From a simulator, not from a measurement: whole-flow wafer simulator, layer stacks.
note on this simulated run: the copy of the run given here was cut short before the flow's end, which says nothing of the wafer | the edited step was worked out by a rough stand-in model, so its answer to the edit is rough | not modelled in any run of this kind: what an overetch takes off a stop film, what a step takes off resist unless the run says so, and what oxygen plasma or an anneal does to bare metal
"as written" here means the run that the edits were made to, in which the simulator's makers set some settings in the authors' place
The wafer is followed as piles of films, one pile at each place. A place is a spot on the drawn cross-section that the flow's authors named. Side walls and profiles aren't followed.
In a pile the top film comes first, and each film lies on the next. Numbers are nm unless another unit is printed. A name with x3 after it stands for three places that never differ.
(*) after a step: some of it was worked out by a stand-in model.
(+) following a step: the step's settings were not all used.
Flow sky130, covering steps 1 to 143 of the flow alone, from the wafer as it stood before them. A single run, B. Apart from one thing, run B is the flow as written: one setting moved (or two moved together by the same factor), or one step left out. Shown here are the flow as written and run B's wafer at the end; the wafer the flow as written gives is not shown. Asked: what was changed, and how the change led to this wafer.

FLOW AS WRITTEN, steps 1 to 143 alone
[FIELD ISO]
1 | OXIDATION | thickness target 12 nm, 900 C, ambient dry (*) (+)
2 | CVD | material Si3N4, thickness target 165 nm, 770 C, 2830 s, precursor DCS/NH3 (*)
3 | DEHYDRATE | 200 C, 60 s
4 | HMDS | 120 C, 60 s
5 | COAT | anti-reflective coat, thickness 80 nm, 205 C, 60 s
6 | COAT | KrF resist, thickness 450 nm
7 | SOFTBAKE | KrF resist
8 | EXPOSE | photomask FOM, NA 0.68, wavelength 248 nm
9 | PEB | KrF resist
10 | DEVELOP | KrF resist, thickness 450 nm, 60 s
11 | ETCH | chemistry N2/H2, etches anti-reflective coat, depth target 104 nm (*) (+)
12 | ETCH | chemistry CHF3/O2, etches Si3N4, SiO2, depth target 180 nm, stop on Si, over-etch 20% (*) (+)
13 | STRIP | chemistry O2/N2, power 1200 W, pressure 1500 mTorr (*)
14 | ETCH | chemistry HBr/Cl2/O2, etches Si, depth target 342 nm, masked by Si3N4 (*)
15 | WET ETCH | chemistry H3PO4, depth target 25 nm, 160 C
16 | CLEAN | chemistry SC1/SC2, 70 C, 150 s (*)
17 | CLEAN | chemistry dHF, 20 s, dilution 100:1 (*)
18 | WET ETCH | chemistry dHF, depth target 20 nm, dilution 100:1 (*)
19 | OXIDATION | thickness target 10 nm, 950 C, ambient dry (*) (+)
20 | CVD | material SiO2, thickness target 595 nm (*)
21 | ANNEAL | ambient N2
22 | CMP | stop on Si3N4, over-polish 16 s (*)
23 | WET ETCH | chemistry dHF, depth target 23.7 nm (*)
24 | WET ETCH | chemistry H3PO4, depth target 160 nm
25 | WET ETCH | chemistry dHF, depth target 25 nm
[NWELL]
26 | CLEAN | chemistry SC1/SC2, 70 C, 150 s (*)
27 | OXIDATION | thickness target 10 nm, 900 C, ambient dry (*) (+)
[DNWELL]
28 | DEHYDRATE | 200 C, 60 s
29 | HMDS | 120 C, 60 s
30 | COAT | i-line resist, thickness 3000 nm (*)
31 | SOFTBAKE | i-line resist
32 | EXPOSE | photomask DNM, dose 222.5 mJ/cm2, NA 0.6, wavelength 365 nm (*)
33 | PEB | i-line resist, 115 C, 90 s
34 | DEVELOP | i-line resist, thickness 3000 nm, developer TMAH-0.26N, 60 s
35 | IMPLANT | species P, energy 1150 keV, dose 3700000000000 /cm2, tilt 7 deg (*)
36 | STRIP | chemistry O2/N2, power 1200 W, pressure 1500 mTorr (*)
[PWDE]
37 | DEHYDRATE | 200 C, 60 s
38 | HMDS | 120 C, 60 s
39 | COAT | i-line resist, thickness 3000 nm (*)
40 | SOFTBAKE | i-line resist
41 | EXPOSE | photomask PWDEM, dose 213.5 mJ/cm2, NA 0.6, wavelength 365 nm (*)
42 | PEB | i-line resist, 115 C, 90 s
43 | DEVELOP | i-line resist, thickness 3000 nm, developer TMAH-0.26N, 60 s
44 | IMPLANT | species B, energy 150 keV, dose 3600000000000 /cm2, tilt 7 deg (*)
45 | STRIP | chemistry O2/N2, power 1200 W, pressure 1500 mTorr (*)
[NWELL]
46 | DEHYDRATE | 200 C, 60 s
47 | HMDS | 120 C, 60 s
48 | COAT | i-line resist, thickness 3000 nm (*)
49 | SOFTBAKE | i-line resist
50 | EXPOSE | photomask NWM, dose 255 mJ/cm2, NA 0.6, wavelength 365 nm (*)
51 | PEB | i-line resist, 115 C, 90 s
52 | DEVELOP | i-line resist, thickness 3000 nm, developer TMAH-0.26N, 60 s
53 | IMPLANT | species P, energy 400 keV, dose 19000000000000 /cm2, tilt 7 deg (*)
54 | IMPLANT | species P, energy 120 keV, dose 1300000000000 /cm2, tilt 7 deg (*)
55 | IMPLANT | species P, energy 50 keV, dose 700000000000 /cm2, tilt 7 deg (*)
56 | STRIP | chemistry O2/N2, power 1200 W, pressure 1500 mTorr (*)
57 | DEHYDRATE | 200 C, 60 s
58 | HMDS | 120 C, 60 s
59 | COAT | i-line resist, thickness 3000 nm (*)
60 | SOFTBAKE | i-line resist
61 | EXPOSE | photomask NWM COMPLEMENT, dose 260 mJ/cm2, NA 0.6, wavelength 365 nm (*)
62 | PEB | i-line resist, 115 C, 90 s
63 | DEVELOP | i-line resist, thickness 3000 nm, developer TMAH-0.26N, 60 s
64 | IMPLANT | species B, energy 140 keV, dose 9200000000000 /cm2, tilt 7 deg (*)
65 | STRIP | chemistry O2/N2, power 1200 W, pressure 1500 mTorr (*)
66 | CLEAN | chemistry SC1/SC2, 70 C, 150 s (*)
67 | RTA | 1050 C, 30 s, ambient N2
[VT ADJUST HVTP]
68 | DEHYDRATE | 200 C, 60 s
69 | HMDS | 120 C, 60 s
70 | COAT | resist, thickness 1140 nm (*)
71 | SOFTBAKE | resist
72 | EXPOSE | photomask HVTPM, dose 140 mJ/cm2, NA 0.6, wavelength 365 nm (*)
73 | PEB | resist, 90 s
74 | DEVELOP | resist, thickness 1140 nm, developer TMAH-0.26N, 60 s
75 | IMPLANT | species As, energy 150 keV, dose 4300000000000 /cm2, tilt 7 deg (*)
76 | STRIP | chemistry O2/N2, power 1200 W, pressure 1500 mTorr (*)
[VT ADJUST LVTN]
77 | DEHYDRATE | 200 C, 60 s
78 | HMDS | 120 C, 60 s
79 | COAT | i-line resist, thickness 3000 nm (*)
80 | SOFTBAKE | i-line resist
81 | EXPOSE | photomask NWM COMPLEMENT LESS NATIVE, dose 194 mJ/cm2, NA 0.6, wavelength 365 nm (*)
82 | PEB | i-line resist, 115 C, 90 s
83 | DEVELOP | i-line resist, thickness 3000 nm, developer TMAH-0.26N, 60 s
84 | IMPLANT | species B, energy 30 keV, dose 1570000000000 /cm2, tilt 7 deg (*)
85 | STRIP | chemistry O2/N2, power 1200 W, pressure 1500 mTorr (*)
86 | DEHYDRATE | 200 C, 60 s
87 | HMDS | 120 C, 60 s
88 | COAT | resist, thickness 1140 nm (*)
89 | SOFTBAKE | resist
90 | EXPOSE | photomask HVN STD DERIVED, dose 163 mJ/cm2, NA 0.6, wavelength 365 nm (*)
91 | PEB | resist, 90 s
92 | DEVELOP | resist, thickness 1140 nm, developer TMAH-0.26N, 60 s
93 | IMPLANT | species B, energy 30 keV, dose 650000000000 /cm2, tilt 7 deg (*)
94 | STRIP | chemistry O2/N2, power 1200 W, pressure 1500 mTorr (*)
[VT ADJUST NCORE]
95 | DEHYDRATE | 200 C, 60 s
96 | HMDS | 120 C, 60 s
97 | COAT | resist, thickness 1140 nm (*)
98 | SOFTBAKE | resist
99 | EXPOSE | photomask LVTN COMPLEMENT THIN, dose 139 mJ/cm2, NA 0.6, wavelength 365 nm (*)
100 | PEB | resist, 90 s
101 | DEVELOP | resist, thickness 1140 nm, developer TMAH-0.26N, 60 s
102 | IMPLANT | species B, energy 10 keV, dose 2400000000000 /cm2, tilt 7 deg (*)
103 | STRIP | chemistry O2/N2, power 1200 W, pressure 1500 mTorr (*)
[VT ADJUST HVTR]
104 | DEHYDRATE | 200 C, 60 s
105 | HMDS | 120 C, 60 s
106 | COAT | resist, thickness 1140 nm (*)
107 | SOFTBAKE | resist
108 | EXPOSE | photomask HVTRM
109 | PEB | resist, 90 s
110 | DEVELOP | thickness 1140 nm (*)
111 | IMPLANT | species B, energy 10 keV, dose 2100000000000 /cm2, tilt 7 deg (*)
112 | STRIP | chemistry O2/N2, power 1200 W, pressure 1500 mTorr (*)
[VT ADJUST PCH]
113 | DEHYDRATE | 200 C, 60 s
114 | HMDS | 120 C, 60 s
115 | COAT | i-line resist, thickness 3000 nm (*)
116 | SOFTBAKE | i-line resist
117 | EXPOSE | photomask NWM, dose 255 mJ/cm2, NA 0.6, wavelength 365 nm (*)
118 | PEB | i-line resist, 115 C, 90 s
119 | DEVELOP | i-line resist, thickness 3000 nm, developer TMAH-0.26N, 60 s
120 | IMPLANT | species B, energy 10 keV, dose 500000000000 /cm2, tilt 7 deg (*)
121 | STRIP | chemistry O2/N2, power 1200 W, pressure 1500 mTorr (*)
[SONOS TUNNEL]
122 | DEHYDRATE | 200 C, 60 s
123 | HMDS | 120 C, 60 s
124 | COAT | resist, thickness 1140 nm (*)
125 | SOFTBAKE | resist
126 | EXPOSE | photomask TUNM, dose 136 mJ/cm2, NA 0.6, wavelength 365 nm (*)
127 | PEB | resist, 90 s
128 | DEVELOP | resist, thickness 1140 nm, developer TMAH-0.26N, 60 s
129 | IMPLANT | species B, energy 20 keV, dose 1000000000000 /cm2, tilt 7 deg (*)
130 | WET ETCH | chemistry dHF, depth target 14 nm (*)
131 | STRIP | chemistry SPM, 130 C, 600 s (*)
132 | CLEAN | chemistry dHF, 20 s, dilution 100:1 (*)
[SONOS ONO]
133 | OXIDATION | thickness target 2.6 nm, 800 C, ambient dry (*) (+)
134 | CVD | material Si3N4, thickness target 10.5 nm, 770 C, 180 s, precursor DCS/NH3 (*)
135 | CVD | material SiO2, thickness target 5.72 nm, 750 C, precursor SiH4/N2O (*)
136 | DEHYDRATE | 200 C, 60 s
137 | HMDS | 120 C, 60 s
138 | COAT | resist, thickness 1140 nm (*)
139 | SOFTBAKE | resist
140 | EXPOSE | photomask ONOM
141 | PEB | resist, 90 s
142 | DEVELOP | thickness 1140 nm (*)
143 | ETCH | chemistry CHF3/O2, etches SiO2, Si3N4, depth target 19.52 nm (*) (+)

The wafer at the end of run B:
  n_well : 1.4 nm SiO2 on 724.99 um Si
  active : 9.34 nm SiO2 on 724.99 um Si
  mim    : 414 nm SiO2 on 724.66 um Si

What caused this: step 134, CVD: 216 s was run, whereas the flow has 180 s.

Step by step, how the change led to this:
  134 | CVD | material Si3N4, thickness target 10.5 nm, 770 C, 180 s, precursor DCS/NH3 (*)
      field, active, n_well and 187 more: +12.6 Si3N4 (new film) (in the flow as written it would be: +10.5 Si3N4 (new film))
  143 | ETCH | chemistry CHF3/O2, etches SiO2, Si3N4, depth target 19.52 nm (*) (+)
      n_well, sonos_sd: -5.72 SiO2 (all of it), -12.6 Si3N4 (all of it), -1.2 SiO2 (in the flow as written it would be: -5.72 SiO2 (all of it), -10.5 Si3N4 (all of it), -2.6 SiO2 (all of it), -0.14 Si)
      field, active, p_well x5 and 179 more: -5.72 SiO2 (all of it), -12.6 Si3N4 (all of it), -1.2 SiO2 (in the flow as written it would be: -5.72 SiO2 (all of it), -10.5 Si3N4 (all of it), -3.3 SiO2)
